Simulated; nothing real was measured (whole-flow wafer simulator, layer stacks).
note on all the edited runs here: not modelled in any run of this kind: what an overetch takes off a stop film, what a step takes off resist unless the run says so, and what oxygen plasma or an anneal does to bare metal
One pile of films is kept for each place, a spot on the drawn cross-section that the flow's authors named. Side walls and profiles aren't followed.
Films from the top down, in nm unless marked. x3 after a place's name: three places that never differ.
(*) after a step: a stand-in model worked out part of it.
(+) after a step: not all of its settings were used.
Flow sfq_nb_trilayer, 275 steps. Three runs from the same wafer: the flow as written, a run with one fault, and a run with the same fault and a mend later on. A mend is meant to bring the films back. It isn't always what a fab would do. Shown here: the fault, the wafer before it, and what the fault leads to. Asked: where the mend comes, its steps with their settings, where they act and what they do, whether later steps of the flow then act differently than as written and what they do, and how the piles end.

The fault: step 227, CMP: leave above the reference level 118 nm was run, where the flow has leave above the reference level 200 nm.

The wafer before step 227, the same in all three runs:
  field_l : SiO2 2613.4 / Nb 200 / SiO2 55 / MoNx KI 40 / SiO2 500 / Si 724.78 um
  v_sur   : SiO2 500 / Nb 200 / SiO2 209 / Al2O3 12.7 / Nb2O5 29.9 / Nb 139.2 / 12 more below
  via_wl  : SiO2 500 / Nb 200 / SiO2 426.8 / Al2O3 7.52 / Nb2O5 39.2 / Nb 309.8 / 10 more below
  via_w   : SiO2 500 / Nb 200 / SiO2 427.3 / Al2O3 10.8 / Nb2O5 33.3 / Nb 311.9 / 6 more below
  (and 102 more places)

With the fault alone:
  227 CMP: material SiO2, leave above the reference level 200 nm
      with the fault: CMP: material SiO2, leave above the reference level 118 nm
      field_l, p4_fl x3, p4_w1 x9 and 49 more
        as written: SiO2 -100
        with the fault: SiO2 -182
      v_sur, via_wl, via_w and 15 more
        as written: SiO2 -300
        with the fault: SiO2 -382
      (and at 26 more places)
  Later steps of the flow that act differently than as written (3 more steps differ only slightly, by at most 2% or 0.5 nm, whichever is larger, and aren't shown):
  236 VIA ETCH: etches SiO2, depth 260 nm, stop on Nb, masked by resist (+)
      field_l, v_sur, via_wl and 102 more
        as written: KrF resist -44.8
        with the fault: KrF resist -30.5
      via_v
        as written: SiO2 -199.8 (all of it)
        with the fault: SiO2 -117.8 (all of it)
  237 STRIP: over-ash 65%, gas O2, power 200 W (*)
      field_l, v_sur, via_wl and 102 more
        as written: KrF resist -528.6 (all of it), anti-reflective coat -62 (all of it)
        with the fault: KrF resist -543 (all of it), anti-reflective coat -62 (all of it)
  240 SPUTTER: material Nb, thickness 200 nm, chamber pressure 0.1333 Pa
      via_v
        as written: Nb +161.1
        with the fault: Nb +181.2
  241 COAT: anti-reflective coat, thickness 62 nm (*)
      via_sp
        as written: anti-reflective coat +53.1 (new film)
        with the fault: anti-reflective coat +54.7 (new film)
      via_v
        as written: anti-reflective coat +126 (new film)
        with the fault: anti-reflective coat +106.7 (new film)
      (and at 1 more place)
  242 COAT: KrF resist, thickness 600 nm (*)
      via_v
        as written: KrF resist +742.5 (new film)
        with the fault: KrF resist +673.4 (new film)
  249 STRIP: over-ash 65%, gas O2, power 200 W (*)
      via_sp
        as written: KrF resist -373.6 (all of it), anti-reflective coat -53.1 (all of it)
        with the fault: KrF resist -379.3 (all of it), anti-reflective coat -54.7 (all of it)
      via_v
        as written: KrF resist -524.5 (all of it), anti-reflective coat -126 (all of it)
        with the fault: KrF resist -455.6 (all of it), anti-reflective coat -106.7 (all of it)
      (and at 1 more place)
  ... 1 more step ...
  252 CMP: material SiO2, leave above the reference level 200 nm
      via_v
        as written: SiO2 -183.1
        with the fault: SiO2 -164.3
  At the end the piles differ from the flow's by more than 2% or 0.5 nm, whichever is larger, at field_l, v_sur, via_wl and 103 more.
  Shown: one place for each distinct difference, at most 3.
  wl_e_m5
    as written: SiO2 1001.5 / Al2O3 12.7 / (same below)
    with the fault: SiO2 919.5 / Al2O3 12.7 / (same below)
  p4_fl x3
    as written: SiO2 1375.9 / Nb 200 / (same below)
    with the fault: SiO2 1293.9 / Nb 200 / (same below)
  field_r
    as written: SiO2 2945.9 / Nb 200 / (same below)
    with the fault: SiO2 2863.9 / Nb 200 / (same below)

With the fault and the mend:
  The mend comes after step 234.
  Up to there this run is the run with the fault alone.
  234a STRIP: over-ash 65%, gas O2, power 200 W (*)
      field_l, v_sur, via_wl and 102 more
        KrF resist -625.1 (all of it), anti-reflective coat -62 (all of it)
      via_v
        anti-reflective coat -62 (all of it)
  234b PECVD: material SiO2, thickness 82 nm, 150 C, 18.22 s, RF power 183.3 W, pressure 2.4 Torr, precursor SiH4/N2O (the flow's step 226 once more, with other settings)
      field_l, v_sur, via_wl and 103 more
        SiO2 +82
  234c COAT: anti-reflective coat, thickness 62 nm (the flow's step 229 once more)
      field_l, v_sur, via_wl and 103 more
        anti-reflective coat +62 (new film)
  234d COAT: KrF resist, thickness 650 nm (the flow's step 230 once more)
      field_l, v_sur, via_wl and 103 more
        KrF resist +650 (new film)
  234e SOFTBAKE: KrF resist (the flow's step 231 once more)
      changes no film at any place that is followed
  234f EXPOSE: photomask I6, dose 11.91 mJ/cm2, NA 0.6, wavelength 248 nm (*) (the flow's step 232 once more)
      changes no film at any place that is followed
  234g PEB: KrF resist, 90 s (the flow's step 233 once more)
      field_l, v_sur, via_wl and 103 more
        KrF resist -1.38
  234h DEVELOP: KrF resist, thickness 650 nm, 60 s (the flow's step 234 once more)
      field_l, v_sur, via_wl and 102 more
        KrF resist -23.5
      via_v
        KrF resist -648.6 (all of it)
  No later step of the flow acts differently than as written, at any place that is followed, by more than 2% or 0.5 nm, whichever is larger.
  At the end the piles are the same as the flow's at every place that both follow.
